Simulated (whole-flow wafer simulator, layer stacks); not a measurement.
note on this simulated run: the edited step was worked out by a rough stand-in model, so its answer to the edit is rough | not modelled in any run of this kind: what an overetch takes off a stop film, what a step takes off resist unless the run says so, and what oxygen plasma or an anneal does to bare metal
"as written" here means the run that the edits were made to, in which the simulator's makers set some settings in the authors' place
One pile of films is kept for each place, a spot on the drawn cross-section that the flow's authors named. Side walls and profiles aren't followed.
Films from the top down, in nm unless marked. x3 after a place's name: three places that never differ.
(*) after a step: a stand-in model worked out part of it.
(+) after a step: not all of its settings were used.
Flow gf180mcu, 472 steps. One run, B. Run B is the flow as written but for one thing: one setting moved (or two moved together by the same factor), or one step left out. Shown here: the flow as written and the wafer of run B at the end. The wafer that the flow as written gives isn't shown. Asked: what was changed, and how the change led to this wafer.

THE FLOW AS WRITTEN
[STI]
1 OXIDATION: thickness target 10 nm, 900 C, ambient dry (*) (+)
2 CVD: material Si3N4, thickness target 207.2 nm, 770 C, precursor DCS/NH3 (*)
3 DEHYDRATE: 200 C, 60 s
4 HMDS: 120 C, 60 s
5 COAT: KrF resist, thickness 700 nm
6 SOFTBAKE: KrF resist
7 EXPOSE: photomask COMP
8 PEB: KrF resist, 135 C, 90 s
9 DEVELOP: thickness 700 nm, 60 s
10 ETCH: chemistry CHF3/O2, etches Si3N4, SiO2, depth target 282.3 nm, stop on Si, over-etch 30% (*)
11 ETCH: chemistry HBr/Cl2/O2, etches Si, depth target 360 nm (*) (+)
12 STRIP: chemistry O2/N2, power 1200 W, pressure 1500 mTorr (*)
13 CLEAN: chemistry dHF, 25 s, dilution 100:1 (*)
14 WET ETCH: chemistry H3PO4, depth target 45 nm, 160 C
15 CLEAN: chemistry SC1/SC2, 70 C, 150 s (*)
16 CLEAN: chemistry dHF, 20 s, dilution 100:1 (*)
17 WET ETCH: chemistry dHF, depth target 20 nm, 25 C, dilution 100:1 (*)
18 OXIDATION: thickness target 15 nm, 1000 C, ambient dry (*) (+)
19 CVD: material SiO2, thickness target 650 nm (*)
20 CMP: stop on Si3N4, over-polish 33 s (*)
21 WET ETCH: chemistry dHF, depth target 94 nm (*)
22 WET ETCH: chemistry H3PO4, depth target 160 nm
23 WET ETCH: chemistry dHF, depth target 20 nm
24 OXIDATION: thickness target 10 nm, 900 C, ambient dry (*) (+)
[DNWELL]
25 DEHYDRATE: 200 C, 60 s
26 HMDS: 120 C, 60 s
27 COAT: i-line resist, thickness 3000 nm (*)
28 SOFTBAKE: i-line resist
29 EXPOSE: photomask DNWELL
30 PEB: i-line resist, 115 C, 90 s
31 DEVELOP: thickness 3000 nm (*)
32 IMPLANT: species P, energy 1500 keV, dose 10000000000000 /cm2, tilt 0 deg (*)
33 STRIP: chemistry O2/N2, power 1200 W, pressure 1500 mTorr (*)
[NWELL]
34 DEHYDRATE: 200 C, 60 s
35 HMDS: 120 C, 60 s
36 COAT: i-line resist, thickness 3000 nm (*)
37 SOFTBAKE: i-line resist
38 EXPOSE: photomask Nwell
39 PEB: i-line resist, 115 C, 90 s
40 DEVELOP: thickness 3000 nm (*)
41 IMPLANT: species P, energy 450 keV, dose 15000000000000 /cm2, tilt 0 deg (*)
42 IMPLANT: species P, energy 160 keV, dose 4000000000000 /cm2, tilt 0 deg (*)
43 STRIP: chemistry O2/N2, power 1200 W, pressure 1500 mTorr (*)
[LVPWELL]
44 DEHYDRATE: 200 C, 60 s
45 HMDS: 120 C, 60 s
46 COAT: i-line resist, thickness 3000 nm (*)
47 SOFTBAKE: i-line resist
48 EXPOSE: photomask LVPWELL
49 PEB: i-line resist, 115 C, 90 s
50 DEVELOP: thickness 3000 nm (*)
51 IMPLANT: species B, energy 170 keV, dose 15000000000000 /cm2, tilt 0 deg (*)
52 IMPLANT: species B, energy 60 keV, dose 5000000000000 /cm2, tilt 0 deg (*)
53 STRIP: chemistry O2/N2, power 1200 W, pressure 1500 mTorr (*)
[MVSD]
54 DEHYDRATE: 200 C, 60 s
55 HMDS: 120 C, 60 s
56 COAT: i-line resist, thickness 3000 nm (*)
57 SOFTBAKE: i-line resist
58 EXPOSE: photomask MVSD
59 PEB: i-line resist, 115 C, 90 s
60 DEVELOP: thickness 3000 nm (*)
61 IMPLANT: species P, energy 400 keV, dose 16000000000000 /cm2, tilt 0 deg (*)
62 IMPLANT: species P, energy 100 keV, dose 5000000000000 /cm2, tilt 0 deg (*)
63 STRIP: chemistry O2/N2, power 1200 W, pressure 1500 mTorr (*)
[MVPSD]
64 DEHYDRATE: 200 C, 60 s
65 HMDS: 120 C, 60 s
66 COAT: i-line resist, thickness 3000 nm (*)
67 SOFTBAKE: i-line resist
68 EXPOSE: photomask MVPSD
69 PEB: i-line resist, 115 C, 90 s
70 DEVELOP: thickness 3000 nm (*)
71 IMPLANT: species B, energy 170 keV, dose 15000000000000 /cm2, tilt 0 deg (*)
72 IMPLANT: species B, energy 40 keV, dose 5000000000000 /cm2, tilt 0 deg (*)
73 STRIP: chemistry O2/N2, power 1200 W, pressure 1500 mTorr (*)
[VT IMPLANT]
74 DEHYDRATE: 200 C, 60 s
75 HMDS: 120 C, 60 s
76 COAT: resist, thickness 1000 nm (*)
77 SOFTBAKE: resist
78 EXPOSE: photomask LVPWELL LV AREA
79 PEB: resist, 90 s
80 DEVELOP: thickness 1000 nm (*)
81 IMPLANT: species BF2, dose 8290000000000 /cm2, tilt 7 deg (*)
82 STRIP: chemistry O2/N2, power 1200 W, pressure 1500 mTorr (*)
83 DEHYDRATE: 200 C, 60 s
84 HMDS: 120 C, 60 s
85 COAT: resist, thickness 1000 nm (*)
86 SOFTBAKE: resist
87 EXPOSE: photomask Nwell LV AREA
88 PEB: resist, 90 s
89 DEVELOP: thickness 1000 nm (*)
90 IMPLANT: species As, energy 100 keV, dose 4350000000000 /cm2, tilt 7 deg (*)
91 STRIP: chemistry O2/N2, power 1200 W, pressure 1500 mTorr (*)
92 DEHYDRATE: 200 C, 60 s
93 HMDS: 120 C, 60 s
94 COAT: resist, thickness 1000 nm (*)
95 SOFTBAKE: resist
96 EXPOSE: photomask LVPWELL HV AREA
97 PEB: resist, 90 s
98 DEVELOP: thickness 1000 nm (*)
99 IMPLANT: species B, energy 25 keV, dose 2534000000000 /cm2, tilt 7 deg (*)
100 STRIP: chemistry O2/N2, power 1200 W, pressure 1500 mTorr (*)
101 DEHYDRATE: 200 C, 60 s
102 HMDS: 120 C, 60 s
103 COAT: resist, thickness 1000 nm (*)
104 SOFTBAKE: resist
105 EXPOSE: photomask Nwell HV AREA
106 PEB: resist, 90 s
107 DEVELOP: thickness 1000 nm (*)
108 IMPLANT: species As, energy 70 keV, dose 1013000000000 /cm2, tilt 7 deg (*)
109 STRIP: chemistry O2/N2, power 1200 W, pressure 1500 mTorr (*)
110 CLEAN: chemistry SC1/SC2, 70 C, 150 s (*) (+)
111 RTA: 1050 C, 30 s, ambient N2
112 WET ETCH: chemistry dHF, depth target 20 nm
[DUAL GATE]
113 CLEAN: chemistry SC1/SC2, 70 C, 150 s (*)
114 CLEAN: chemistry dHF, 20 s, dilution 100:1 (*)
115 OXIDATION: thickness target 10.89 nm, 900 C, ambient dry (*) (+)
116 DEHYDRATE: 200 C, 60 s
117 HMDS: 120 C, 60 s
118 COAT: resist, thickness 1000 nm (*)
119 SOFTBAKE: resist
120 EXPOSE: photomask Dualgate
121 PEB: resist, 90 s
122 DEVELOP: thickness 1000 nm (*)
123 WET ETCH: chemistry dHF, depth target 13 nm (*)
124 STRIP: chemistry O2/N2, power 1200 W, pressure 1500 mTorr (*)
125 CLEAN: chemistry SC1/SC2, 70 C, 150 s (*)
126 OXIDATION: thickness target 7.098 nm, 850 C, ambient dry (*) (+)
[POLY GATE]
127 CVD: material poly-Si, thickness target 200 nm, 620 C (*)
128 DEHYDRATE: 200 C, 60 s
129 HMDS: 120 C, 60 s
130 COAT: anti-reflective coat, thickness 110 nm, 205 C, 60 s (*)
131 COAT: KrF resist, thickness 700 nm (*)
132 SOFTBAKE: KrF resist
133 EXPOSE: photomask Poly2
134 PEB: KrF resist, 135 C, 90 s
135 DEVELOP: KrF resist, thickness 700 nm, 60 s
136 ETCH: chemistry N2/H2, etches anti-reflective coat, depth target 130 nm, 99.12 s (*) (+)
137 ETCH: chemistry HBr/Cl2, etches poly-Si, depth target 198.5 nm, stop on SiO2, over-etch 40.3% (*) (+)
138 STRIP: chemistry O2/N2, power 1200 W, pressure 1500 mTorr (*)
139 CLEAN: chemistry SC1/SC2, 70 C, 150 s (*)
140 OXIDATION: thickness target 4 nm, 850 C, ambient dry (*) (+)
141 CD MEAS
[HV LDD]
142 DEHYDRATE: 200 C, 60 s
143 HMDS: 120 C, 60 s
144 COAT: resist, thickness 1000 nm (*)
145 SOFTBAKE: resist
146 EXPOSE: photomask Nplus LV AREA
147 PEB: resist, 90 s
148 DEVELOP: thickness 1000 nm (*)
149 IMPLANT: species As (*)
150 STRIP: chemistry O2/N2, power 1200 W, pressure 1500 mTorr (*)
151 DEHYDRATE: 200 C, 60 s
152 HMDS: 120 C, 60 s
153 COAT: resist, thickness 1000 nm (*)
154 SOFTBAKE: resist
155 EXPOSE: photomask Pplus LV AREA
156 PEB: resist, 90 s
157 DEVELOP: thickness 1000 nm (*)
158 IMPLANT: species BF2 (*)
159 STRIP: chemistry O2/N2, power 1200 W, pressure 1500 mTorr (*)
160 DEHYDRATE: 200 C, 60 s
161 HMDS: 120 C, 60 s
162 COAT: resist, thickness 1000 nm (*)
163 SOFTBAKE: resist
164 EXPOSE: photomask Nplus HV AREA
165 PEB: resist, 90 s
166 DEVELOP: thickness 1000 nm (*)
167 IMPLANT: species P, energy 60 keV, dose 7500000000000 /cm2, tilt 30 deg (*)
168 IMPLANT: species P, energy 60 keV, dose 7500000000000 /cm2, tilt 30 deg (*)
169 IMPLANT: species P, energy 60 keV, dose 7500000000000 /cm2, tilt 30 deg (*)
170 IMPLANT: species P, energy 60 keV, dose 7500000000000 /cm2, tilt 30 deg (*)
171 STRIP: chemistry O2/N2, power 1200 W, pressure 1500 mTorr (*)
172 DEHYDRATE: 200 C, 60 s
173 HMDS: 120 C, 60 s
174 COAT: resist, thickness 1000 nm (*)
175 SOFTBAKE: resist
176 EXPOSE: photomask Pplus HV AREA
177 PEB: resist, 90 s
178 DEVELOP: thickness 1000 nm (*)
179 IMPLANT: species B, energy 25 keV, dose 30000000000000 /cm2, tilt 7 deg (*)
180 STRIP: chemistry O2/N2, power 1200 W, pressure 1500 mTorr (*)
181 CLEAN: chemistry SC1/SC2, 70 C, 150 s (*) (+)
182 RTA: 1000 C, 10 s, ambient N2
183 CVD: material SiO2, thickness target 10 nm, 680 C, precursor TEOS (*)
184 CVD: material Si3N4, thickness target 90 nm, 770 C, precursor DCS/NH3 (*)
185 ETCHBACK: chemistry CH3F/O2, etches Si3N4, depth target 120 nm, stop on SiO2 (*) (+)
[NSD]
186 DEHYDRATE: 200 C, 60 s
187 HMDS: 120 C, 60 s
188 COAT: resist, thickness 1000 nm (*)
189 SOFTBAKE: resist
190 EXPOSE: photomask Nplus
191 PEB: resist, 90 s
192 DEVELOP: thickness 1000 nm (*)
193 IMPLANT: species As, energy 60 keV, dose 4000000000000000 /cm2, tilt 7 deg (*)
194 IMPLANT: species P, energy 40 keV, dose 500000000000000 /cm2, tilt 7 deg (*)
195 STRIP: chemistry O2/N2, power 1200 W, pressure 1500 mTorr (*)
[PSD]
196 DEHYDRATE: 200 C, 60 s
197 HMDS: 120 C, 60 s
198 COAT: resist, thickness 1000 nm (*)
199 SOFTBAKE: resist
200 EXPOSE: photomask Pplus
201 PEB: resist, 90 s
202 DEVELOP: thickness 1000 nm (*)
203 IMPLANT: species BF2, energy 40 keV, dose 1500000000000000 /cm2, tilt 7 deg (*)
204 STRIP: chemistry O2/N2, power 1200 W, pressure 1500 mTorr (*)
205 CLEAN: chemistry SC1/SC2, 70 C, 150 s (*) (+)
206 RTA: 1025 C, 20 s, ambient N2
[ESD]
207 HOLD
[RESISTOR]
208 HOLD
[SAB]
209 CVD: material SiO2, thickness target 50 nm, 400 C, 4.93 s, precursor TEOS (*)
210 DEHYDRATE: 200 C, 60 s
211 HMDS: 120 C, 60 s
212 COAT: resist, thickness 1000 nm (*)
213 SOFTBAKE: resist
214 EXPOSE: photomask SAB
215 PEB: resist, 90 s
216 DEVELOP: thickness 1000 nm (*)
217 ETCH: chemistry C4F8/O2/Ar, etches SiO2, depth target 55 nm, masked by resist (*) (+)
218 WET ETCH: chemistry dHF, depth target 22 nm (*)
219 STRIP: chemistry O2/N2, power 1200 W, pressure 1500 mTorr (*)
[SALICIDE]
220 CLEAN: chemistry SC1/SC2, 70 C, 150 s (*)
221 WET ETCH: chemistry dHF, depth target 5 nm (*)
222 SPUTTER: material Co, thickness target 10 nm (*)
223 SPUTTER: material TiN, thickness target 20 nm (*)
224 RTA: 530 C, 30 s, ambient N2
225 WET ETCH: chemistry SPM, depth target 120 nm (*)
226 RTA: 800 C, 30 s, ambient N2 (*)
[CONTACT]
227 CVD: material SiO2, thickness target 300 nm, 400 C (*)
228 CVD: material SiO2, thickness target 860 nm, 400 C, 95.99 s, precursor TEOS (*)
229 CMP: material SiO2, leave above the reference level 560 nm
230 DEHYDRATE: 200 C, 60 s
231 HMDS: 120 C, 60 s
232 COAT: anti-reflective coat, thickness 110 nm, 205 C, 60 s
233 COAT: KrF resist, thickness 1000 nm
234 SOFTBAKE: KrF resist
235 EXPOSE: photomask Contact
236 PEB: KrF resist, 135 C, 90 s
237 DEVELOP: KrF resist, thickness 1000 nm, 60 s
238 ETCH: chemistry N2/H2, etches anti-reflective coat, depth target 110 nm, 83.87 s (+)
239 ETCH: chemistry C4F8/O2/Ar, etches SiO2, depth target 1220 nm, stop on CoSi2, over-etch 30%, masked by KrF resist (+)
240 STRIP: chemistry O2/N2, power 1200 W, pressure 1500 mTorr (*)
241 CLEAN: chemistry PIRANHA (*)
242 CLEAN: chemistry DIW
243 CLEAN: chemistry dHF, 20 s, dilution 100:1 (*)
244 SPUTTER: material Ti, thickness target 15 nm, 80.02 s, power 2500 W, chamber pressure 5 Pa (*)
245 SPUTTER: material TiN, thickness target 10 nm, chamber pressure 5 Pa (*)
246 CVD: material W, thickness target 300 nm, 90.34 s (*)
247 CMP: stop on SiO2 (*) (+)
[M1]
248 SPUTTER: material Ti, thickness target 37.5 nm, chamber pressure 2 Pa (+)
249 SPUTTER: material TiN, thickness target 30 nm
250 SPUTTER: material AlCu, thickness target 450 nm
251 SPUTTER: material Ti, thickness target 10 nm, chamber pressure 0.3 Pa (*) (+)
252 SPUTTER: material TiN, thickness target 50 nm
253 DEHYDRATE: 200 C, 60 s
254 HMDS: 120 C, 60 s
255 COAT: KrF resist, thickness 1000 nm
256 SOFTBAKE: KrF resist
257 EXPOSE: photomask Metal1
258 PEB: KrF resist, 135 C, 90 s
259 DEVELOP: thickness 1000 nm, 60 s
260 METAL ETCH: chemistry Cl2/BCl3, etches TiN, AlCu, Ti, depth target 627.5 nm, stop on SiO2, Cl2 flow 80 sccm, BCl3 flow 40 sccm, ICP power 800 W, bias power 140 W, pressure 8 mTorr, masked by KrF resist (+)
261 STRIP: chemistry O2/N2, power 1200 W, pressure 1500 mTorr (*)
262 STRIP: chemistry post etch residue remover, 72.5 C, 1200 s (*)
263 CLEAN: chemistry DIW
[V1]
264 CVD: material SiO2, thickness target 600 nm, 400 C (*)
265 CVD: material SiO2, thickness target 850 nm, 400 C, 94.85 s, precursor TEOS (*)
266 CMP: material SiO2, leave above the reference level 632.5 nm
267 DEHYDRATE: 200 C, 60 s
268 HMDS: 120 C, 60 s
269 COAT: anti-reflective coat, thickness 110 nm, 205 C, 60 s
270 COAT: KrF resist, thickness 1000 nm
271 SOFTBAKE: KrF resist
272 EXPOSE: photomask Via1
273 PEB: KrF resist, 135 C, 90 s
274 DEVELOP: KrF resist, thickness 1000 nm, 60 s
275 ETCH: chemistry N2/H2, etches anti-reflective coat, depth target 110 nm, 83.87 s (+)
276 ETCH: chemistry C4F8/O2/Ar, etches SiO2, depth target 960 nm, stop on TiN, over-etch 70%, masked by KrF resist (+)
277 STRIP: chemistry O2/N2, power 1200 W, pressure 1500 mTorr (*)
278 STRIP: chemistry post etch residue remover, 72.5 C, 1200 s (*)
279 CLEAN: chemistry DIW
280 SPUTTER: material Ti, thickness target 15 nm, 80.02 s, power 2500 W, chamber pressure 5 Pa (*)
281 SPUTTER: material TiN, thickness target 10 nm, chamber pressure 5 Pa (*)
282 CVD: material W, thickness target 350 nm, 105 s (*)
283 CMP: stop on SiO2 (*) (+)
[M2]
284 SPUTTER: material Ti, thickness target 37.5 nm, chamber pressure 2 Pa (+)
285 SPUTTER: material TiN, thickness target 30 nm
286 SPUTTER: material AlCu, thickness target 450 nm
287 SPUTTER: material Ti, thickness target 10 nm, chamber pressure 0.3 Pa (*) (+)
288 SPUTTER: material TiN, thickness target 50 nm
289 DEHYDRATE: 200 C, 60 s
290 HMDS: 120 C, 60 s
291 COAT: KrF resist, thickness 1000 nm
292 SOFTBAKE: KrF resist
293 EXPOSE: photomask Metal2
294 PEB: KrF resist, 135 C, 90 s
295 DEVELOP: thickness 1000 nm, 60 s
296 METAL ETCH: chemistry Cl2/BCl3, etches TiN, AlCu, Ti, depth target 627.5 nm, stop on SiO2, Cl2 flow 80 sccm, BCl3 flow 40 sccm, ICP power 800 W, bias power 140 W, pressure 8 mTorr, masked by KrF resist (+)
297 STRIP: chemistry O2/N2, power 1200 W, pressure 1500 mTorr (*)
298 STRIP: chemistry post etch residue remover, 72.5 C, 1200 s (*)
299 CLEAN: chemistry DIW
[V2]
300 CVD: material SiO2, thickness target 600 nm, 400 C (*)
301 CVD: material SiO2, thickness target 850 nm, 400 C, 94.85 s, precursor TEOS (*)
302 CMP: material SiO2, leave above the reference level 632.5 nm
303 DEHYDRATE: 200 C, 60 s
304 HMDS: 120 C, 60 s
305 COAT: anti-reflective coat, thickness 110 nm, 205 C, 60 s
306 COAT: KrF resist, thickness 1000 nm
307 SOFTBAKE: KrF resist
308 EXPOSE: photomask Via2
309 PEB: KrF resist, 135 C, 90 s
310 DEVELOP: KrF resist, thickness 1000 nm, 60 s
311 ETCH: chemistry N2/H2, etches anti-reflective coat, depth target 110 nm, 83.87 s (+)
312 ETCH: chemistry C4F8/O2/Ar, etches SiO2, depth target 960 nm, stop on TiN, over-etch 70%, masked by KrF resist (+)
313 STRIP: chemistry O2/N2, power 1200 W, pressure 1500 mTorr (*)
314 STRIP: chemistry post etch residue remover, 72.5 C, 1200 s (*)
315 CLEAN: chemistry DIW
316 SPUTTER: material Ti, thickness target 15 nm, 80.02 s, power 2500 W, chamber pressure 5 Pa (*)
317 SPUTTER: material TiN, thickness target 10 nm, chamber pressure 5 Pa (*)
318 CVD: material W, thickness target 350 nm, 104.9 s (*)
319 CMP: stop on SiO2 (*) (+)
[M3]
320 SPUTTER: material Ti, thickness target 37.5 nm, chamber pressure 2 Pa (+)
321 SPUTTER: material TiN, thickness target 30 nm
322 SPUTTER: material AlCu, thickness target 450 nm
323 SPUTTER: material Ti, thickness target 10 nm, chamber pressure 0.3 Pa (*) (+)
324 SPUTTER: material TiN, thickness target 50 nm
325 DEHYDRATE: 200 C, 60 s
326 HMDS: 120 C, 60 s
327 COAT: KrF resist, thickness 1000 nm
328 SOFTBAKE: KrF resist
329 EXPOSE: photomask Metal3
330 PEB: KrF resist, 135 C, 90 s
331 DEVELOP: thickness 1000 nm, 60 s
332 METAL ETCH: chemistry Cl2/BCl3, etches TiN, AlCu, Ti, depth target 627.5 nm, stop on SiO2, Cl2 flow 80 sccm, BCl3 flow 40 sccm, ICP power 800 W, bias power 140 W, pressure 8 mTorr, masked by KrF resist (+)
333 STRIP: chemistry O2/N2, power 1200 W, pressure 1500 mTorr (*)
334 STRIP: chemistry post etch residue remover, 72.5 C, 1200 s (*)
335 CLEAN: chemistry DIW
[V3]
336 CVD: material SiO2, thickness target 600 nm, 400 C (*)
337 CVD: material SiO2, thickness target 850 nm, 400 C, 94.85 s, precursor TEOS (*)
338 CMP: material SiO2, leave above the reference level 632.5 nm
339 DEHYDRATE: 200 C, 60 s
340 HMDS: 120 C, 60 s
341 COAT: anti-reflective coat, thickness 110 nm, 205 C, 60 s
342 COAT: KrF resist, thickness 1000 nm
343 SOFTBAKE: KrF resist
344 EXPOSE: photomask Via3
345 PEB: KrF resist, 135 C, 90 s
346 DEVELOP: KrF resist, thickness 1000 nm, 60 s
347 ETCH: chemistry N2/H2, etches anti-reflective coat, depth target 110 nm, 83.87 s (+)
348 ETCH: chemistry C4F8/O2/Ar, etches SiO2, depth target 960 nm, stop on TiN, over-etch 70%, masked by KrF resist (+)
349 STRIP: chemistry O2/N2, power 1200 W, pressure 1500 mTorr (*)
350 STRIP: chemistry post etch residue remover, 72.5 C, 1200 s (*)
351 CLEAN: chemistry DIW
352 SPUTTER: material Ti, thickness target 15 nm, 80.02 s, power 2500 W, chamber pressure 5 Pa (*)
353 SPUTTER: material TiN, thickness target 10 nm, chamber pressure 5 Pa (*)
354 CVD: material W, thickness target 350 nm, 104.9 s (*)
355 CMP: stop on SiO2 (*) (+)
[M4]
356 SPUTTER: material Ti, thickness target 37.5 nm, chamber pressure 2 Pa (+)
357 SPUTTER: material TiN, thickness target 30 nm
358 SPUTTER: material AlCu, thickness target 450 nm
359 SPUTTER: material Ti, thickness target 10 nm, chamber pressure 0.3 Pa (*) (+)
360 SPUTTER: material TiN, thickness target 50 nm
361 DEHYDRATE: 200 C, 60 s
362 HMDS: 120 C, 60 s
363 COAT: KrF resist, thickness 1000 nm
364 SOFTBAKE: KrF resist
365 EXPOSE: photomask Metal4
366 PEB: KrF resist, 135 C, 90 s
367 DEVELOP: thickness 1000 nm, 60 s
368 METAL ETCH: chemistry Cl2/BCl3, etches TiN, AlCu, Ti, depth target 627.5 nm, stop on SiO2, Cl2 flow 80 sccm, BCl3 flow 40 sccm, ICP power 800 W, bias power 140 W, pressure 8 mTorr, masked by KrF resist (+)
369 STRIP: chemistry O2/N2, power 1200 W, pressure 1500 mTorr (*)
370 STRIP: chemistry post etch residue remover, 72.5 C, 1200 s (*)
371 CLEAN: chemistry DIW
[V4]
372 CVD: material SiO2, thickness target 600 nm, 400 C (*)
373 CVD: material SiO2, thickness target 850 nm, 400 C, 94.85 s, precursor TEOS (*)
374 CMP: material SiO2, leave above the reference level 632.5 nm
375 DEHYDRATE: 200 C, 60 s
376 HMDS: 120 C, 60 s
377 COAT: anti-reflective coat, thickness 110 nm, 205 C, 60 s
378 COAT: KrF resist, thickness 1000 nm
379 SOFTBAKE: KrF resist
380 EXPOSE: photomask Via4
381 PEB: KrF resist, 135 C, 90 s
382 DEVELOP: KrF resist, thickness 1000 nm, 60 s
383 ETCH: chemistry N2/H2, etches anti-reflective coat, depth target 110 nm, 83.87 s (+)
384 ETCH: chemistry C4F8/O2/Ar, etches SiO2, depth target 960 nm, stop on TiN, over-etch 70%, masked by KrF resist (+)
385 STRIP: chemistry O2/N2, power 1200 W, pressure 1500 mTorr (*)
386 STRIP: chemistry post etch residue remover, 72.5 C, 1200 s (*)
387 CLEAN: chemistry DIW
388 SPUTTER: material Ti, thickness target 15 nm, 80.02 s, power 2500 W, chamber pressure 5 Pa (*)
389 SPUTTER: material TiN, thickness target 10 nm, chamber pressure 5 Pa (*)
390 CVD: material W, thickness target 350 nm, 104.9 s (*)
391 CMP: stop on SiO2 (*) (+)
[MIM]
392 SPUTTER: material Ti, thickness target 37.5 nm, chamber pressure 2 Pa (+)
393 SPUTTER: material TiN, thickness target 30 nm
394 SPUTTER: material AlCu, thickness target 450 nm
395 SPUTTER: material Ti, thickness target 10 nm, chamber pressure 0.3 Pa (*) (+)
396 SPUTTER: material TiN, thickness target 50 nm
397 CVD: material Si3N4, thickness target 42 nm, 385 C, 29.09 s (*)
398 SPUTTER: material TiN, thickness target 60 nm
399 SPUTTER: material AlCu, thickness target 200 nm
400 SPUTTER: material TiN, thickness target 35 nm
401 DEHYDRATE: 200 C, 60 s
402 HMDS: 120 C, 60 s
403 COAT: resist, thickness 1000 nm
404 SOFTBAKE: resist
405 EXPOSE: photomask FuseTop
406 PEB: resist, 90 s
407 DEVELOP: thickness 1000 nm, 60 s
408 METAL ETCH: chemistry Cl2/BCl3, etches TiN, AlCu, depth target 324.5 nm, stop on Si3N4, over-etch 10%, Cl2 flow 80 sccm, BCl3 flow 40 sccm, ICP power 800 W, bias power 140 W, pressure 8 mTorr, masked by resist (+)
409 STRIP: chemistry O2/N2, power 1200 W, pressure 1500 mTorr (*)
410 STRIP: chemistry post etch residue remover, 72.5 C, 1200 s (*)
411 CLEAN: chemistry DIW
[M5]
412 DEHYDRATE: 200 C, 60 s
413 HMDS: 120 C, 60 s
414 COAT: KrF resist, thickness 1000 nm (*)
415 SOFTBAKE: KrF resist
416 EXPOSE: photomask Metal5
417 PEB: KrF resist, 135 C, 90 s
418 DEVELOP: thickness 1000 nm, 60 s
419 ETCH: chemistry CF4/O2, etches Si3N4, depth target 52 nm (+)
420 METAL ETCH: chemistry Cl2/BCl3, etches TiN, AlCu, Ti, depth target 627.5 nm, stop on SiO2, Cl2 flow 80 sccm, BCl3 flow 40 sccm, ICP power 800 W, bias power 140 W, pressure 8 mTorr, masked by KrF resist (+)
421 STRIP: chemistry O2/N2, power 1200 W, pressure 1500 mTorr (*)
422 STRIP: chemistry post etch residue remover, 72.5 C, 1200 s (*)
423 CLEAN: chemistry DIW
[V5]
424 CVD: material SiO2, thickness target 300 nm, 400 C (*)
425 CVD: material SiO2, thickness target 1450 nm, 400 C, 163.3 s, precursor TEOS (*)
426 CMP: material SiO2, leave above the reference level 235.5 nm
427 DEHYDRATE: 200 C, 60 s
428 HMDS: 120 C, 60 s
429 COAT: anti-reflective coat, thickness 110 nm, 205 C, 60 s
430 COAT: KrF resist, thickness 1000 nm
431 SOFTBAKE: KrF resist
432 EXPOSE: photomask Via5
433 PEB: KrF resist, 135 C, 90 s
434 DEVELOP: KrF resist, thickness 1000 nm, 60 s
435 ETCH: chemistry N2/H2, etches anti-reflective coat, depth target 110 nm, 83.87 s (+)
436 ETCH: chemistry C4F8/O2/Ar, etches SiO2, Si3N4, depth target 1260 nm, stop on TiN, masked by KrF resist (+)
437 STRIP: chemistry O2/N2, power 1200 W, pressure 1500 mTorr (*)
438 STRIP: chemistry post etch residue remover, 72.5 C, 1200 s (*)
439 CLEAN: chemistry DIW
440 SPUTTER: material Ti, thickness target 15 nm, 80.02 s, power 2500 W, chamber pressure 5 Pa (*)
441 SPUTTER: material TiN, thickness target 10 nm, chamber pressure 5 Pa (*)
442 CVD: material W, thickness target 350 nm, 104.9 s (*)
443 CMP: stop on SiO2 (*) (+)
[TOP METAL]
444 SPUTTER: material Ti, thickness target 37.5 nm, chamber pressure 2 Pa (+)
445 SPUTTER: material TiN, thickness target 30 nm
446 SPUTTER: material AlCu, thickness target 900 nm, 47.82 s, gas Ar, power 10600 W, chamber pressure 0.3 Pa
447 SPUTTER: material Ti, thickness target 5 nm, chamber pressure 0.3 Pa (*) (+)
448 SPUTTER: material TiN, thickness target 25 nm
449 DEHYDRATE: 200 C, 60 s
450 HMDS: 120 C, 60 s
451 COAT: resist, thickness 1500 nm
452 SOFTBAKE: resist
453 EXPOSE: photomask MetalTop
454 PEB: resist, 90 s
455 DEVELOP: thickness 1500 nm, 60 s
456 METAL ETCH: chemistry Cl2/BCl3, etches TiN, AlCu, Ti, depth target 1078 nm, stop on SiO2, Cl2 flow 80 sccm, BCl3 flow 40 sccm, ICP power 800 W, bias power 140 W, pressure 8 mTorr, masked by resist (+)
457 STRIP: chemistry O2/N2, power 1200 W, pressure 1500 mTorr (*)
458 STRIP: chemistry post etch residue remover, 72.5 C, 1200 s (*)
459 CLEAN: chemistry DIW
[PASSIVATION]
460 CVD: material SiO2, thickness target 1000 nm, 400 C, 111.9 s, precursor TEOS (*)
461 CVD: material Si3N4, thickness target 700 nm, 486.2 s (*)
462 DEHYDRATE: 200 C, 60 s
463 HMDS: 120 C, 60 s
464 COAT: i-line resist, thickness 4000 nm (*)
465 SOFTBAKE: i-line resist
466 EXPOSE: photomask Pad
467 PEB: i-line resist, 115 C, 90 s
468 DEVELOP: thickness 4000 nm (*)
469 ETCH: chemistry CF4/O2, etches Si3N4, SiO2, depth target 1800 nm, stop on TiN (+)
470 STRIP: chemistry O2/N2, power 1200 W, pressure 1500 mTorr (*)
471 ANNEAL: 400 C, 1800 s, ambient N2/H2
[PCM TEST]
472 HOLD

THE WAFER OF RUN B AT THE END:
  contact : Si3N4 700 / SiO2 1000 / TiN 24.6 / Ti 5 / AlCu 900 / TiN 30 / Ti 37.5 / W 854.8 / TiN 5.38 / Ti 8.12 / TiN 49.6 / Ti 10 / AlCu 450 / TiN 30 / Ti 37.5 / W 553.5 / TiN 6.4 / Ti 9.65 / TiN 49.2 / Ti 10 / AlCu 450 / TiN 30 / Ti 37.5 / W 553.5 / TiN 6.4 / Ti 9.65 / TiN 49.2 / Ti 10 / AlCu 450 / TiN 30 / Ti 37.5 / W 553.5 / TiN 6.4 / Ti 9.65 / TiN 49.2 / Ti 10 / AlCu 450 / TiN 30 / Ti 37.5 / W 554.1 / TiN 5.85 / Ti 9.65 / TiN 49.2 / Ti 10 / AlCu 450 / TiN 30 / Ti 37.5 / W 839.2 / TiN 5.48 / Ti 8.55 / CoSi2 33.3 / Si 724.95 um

The cause: step 281, SPUTTER: chamber pressure 3.24 Pa was run, where the flow has chamber pressure 5 Pa.

How the change led to this, step by step:
  281 SPUTTER: material TiN, thickness target 10 nm, chamber pressure 5 Pa (*)
      contact: TiN +5.85 (new film) (as written it would be: TiN +6.4 (new film))
